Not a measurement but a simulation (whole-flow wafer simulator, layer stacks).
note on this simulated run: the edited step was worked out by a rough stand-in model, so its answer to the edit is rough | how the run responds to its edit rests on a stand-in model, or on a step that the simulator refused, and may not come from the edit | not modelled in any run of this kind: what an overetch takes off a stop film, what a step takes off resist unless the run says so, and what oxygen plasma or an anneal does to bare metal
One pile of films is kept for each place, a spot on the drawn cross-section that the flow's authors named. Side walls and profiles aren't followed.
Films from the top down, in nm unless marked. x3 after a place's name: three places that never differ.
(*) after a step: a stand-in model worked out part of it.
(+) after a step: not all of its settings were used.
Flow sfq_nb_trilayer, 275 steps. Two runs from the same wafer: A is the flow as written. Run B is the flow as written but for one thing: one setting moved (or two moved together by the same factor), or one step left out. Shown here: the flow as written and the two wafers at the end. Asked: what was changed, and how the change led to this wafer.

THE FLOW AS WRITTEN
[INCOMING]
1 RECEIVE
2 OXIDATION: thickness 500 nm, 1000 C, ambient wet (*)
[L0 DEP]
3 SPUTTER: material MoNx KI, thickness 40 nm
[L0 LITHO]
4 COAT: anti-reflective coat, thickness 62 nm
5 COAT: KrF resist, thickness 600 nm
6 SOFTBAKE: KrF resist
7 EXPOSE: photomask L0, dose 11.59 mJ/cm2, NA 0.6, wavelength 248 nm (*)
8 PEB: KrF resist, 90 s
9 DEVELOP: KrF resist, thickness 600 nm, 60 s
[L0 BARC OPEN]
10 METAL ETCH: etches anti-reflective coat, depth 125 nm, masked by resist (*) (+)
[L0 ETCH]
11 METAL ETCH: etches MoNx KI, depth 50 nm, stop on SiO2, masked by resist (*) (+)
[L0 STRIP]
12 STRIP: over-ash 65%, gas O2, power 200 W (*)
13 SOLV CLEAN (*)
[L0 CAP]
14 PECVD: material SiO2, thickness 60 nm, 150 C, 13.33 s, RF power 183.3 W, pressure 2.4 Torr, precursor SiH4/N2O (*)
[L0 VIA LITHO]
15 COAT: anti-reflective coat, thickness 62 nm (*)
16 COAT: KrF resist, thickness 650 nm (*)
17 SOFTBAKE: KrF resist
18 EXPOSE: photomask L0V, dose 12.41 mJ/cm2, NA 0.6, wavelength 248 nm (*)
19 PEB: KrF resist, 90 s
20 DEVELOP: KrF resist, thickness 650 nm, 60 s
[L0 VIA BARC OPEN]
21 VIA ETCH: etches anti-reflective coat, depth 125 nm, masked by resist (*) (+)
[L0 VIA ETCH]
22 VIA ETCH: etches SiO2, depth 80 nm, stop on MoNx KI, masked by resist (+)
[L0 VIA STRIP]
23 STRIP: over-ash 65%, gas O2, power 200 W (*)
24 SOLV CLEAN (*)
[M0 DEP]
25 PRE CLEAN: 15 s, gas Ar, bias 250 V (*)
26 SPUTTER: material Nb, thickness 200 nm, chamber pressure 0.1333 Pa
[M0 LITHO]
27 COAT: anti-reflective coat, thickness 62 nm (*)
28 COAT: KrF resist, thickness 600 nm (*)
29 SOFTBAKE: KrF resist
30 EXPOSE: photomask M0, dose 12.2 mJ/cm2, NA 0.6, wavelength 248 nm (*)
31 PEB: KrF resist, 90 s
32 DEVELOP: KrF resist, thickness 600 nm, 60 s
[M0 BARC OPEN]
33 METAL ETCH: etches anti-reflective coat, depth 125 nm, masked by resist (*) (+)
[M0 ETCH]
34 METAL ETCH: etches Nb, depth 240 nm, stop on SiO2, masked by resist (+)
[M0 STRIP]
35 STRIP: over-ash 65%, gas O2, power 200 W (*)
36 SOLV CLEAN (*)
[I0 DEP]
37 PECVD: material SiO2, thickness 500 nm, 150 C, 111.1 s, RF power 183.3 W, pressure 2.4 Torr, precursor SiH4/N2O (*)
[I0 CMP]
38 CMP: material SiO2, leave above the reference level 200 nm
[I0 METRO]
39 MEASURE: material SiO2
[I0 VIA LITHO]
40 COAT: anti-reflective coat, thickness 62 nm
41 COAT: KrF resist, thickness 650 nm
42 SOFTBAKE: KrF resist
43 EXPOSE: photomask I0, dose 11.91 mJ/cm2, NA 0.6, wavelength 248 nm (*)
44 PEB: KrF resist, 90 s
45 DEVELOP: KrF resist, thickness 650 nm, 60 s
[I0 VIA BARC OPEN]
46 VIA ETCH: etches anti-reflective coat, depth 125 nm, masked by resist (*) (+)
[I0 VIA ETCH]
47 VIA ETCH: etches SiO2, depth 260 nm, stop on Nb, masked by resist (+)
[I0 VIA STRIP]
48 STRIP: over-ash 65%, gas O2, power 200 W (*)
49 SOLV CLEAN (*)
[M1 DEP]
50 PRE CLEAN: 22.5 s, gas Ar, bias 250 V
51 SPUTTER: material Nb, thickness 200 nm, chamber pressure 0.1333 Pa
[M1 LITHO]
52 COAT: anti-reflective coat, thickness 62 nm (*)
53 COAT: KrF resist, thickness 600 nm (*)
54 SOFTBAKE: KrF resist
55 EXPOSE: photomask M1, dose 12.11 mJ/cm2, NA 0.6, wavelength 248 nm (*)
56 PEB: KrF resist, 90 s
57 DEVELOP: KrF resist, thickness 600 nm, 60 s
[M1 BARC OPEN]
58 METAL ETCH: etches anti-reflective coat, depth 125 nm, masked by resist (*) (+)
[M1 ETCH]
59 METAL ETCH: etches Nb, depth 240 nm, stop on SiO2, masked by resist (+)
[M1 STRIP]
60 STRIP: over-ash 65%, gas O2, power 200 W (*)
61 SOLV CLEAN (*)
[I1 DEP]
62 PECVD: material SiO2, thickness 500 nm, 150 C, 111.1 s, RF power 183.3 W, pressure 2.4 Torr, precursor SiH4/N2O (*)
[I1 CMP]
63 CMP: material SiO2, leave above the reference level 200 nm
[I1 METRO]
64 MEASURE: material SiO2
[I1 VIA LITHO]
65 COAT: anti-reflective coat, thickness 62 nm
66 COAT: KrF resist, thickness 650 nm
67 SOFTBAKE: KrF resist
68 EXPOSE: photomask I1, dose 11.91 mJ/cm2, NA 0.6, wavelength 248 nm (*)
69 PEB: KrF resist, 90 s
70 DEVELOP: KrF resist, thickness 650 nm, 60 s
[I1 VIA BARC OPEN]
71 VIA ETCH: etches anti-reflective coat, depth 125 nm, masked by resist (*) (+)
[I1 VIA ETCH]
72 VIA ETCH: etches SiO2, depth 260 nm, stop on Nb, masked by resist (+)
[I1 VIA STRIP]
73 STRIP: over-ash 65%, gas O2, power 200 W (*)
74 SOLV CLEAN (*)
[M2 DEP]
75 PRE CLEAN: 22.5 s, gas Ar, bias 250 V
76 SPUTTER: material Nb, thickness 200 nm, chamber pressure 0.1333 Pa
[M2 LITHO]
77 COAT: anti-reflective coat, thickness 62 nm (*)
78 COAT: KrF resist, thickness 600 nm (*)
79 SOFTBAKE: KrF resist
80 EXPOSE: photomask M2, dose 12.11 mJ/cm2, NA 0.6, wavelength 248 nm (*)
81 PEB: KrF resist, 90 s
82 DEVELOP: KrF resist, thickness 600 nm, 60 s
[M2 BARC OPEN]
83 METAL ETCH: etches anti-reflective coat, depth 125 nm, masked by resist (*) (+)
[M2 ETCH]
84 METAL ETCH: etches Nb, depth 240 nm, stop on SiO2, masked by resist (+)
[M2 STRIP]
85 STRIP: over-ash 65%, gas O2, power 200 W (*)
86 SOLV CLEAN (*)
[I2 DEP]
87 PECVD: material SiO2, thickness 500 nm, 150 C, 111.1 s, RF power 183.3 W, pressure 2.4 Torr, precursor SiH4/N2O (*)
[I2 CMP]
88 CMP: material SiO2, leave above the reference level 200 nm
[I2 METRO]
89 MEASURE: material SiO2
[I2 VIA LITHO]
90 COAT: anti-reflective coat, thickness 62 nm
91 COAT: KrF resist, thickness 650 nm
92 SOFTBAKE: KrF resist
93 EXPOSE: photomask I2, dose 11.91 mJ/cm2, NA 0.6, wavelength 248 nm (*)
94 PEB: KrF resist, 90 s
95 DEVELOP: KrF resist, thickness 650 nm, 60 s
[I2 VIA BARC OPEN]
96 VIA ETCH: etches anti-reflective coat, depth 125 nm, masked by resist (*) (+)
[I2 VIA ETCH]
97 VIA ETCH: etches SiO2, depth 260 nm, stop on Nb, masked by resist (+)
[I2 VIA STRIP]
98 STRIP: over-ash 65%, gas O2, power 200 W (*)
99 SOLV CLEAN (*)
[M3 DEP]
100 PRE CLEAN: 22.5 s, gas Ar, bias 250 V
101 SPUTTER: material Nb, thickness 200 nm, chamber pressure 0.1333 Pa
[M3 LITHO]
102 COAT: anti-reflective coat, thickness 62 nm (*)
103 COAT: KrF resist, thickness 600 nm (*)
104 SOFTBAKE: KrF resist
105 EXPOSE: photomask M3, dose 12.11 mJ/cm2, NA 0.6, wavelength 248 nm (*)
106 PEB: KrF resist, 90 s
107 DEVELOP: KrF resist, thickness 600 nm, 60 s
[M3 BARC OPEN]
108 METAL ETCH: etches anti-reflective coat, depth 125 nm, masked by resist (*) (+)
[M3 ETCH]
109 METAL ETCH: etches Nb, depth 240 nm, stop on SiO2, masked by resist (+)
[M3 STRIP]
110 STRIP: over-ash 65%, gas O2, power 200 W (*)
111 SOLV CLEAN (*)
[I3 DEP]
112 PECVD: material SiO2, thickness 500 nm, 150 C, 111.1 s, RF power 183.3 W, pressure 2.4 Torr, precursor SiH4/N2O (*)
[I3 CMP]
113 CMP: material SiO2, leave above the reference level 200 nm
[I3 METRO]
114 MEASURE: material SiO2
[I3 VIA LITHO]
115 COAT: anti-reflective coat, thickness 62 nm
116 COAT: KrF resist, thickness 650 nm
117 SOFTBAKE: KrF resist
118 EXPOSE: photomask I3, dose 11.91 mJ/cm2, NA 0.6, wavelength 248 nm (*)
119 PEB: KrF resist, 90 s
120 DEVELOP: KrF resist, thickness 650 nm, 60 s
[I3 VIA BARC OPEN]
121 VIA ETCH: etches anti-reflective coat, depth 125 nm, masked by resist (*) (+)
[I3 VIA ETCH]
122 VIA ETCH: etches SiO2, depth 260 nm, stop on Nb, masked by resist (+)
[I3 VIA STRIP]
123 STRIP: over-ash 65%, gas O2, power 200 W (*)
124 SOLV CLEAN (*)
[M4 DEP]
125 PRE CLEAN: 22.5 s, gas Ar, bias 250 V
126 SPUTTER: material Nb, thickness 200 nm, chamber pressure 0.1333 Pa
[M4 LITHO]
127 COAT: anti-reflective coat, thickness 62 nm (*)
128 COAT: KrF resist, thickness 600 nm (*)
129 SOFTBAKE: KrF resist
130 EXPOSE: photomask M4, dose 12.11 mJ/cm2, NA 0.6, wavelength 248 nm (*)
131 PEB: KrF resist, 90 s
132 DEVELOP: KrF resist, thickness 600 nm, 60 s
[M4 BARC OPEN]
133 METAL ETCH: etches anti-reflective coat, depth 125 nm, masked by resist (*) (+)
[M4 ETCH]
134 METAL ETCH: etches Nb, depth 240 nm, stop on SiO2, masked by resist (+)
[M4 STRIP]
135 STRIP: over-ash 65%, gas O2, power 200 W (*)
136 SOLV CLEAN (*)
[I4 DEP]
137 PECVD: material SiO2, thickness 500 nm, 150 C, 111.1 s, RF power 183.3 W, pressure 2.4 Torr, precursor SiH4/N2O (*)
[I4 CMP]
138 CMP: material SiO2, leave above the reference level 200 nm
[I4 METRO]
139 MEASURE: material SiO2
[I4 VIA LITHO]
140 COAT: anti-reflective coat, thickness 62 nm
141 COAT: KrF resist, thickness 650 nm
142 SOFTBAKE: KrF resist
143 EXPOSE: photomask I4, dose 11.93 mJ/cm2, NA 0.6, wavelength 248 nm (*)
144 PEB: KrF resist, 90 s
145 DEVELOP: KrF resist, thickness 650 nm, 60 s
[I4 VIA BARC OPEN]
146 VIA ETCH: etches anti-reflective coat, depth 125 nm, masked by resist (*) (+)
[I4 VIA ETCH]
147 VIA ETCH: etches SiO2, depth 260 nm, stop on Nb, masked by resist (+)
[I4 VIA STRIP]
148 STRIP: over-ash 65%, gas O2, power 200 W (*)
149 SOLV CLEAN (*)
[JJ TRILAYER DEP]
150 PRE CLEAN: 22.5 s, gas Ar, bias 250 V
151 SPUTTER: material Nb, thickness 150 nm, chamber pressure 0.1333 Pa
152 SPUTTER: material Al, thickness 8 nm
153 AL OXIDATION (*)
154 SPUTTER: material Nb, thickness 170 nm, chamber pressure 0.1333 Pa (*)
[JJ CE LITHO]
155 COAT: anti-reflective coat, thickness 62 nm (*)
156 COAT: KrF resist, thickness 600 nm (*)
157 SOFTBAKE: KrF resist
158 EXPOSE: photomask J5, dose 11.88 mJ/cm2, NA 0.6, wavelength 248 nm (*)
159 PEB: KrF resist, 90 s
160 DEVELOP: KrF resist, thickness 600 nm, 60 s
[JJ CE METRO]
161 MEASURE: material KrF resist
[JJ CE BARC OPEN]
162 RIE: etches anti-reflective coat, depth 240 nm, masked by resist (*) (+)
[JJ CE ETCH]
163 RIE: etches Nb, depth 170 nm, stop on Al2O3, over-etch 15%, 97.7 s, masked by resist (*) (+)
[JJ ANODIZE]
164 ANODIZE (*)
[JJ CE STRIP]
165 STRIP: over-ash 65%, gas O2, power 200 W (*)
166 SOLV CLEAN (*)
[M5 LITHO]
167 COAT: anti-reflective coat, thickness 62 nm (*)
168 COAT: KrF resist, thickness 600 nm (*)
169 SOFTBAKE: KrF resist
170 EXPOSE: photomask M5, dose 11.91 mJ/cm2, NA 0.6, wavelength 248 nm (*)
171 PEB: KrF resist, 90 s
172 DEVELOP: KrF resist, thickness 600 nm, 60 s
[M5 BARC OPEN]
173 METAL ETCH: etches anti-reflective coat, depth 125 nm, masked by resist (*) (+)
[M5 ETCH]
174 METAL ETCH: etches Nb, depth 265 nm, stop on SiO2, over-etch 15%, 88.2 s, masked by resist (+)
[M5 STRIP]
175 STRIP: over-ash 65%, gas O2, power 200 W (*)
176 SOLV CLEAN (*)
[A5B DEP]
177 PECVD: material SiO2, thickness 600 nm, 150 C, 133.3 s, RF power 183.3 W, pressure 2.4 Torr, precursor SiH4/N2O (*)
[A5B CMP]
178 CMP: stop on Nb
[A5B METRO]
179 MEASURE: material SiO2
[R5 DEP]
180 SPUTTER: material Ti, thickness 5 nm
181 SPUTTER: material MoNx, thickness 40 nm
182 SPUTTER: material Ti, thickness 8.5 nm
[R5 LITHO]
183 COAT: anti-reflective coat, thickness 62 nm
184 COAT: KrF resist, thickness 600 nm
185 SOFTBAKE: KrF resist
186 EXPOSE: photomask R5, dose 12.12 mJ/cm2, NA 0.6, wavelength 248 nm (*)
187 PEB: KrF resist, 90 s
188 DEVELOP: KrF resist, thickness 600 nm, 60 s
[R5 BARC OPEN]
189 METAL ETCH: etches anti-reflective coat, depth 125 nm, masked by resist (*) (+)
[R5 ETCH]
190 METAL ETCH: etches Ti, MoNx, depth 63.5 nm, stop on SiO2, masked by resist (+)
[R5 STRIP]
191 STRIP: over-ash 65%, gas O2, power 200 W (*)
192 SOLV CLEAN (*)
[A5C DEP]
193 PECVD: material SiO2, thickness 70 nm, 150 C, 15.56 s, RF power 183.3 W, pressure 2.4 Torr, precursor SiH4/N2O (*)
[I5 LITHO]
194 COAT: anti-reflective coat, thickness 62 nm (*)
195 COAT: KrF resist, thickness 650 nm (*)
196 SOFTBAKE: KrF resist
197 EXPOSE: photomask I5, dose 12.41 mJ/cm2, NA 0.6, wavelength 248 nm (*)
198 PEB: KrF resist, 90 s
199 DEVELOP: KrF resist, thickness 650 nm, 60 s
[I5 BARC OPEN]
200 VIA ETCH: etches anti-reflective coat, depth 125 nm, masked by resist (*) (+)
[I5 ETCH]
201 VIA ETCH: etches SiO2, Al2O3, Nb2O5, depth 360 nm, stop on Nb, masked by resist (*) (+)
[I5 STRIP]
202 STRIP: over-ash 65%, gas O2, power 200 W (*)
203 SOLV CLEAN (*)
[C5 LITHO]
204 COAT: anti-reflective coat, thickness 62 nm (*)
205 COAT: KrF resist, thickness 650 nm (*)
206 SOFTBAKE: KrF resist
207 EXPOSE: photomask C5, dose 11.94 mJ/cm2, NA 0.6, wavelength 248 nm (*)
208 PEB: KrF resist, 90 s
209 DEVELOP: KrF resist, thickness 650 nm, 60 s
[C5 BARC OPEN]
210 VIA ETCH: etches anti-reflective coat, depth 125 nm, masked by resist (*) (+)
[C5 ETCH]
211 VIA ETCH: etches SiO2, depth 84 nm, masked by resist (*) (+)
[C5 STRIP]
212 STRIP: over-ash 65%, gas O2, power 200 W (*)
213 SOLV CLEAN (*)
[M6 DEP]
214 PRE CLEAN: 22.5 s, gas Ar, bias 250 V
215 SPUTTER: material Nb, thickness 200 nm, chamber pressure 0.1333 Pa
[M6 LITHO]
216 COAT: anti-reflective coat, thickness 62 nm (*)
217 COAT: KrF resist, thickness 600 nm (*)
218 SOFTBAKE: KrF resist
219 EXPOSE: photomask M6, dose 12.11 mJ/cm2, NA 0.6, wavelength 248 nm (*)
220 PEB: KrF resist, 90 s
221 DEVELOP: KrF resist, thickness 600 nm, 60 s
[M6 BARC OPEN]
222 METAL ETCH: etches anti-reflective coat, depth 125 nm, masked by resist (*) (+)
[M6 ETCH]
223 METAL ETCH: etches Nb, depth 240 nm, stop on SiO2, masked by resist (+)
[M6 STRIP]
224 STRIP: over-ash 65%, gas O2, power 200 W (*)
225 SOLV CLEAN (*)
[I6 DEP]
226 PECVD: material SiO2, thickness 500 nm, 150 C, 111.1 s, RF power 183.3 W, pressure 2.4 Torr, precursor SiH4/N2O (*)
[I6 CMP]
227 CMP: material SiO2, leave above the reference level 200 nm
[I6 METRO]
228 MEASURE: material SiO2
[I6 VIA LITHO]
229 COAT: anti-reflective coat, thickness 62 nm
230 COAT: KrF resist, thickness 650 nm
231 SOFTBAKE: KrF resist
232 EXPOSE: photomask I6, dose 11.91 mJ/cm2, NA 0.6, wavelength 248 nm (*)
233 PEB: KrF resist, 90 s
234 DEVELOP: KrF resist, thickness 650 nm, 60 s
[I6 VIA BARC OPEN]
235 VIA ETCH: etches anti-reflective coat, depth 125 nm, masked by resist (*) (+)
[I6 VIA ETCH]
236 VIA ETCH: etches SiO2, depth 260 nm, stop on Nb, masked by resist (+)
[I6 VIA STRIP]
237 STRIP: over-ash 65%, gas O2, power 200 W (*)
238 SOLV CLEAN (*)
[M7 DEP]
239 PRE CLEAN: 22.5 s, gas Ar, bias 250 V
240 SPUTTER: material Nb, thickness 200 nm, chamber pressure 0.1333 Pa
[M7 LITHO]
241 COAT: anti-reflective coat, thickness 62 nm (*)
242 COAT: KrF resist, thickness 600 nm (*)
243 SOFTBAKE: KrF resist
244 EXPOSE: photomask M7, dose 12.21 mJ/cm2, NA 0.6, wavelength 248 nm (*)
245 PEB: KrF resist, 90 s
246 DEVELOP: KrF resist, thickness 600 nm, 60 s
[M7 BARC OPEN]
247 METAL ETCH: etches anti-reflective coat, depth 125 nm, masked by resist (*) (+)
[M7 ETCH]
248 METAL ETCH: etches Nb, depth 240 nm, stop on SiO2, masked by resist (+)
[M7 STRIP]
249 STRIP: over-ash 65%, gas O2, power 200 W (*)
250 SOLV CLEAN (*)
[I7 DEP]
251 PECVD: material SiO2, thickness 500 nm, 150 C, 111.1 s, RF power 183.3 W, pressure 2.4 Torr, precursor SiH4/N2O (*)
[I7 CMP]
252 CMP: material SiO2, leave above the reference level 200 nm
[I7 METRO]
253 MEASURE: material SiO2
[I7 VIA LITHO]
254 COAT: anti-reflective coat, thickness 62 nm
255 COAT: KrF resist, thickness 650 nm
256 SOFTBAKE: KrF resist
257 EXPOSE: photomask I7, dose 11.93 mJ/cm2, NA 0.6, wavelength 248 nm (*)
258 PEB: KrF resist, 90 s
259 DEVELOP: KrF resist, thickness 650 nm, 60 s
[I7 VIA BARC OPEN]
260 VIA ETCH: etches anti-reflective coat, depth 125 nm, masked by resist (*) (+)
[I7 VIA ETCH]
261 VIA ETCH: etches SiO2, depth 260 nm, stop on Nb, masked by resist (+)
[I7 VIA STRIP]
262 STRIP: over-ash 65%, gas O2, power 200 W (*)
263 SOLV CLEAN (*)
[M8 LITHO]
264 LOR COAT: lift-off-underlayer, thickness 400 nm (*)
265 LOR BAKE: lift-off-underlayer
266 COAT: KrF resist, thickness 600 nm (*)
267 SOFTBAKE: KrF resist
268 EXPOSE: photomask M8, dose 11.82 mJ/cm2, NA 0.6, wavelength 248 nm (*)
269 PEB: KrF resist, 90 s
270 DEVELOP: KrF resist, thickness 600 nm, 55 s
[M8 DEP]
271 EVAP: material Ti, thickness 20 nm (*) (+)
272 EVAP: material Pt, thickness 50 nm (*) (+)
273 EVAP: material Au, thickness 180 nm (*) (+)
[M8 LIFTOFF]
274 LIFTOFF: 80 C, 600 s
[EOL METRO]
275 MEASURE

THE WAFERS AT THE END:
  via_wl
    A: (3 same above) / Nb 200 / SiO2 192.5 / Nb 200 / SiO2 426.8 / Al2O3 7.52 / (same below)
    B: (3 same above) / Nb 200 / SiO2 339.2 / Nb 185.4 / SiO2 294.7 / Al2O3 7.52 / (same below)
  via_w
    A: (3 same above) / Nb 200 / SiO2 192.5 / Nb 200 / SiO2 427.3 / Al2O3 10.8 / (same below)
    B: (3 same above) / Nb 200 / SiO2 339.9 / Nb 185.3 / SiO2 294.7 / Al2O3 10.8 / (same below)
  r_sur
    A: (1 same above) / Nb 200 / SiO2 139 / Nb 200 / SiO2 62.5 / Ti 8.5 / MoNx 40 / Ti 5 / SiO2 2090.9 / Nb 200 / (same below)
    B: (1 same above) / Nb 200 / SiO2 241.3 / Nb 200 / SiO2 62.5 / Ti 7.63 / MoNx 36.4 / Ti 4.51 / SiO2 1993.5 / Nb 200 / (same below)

The cause: step 177, PECVD: thickness 246 nm was run, where the flow has thickness 600 nm; step 177, PECVD: 54.67 s was run, where the flow has 133.3 s.

How the change led to this, step by step:
  177 PECVD: material SiO2, thickness 600 nm, 150 C, 133.3 s, RF power 183.3 W, pressure 2.4 Torr, precursor SiH4/N2O (*)
      v_sur, via_sp, via_v and 47 more: A SiO2 +600 (new film) | B SiO2 +246 (new film)
      field_l, p4_fl, p4_fm and 39 more: A SiO2 +600 | B SiO2 +246
      (and at 14 more places)
  178 CMP: stop on Nb
      field_l, p4_fl, p4_fm and 39 more: A SiO2 -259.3 | B nothing
      r_sur, res, r_end, moat, field_r, lsp_l: A SiO2 -252.3 | B nothing
      (and at 58 more places)
  180 SPUTTER: material Ti, thickness 5 nm
      via_wl, via_wr: A Ti +5 (new film) | B Ti +3.72 (new film)
  181 SPUTTER: material MoNx, thickness 40 nm
      via_wl, via_wr: A MoNx +40 (new film) | B MoNx +30.4 (new film)
      r_sur: A MoNx +40 (new film) | B MoNx +36.4 (new film)
      (and at 1 more place)
  182 SPUTTER: material Ti, thickness 8.5 nm
      via_wl, via_wr: A Ti +8.5 (new film) | B Ti +6.2 (new film)
      r_sur: A Ti +8.5 (new film) | B Ti +7.63 (new film)
  183 COAT: anti-reflective coat, thickness 62 nm
      be, be_sur, gap: A anti-reflective coat +62 (new film) | B anti-reflective coat +56.4 (new film)
      wl_c_m6, wl_d_m1, wl_d_sr: A anti-reflective coat +62 (new film) | B anti-reflective coat +64.5 (new film)
      (and at 58 more places)
  184 COAT: KrF resist, thickness 600 nm
      via_sp, wl_jj: A KrF resist +600 (new film) | B KrF resist +567.4 (new film)
      moat, wl_g_sl: A KrF resist +600 (new film) | B KrF resist +612.9 (new film)
      (and at 32 more places)
  188 DEVELOP: KrF resist, thickness 600 nm, 60 s
      via_sp, wl_jj: A KrF resist -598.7 (all of it) | B KrF resist -566.2 (all of it)
      m5r_line_l, m5r_line_r: A KrF resist -598.7 (all of it) | B KrF resist -565.2 (all of it)
      (and at 29 more places)
  189 METAL ETCH: etches anti-reflective coat, depth 125 nm, masked by resist (*) (+)
      via_wl, via_wr: A anti-reflective coat -62 (all of it) | B anti-reflective coat -125
      be_r, r_sur, res, r_end, r5r_line_l, r5r_line_c, r5r_line_r: A KrF resist -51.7 | B KrF resist -69.4
      (and at 58 more places)
  190 METAL ETCH: etches Ti, MoNx, depth 63.5 nm, stop on SiO2, masked by resist (+)
      via_wl: A Ti -8.5 (all of it), MoNx -40 (all of it), Ti -5 (all of it) | B anti-reflective coat -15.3 (all of it), Ti -6.2 (all of it), MoNx -30.4 (all of it), Ti -3.72 (all of it)
      via_wr: A Ti -8.5 (all of it), MoNx -40 (all of it), Ti -5 (all of it) | B anti-reflective coat -15.9 (all of it), Ti -6.2 (all of it), MoNx -30.4 (all of it), Ti -3.72 (all of it)
      (and at 1 more place)
  191 STRIP: over-ash 65%, gas O2, power 200 W (*)
      r5r_line_l, r5r_line_c, r5r_line_r: A KrF resist -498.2 (all of it), anti-reflective coat -62 (all of it) | B KrF resist -480.4 (all of it), anti-reflective coat -62 (all of it)
      be_r: A KrF resist -498.2 (all of it), anti-reflective coat -62 (all of it) | B KrF resist -448.3 (all of it), anti-reflective coat -51 (all of it)
      (and at 3 more places)
  193 PECVD: material SiO2, thickness 70 nm, 150 C, 15.56 s, RF power 183.3 W, pressure 2.4 Torr, precursor SiH4/N2O (*)
      via_wl, via_w, via_wr: A SiO2 +70 | B SiO2 +68.4
  194 COAT: anti-reflective coat, thickness 62 nm (*)
      wl_c_sl, wl_c_m6, wl_d_m1, wl_d_sr: A anti-reflective coat +62 (new film) | B anti-reflective coat +64.6 (new film)
      be_sur, gap: A anti-reflective coat +62.4 (new film) | B anti-reflective coat +57 (new film)
      (and at 59 more places)
  195 COAT: KrF resist, thickness 650 nm (*)
      m5r_space_l, m5r_space_r: A KrF resist +650 (new film) | B KrF resist +674.3 (new film)
      m5r_linepad_l, m5r_linepad_r: A KrF resist +650 (new film) | B KrF resist +622.8 (new film)
      (and at 30 more places)
  199 DEVELOP: KrF resist, thickness 650 nm, 60 s
      be: A KrF resist -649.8 (all of it) | B KrF resist -628.2 (all of it)
  200 VIA ETCH: etches anti-reflective coat, depth 125 nm, masked by resist (*) (+)
      field_l, v_sur, via_wl and 102 more: A KrF resist -52 | B KrF resist -47.4
      be: A anti-reflective coat -62.4 (all of it), SiO2 -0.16 | B anti-reflective coat -56.9 (all of it), SiO2 -0.14
  ... 15 more steps ...
  252 CMP: material SiO2, leave above the reference level 200 nm
      field_r, lsp_l: A SiO2 -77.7 | B SiO2 -73.9
      l0_sur, l0v: A SiO2 -87.8 | B SiO2 -85.2
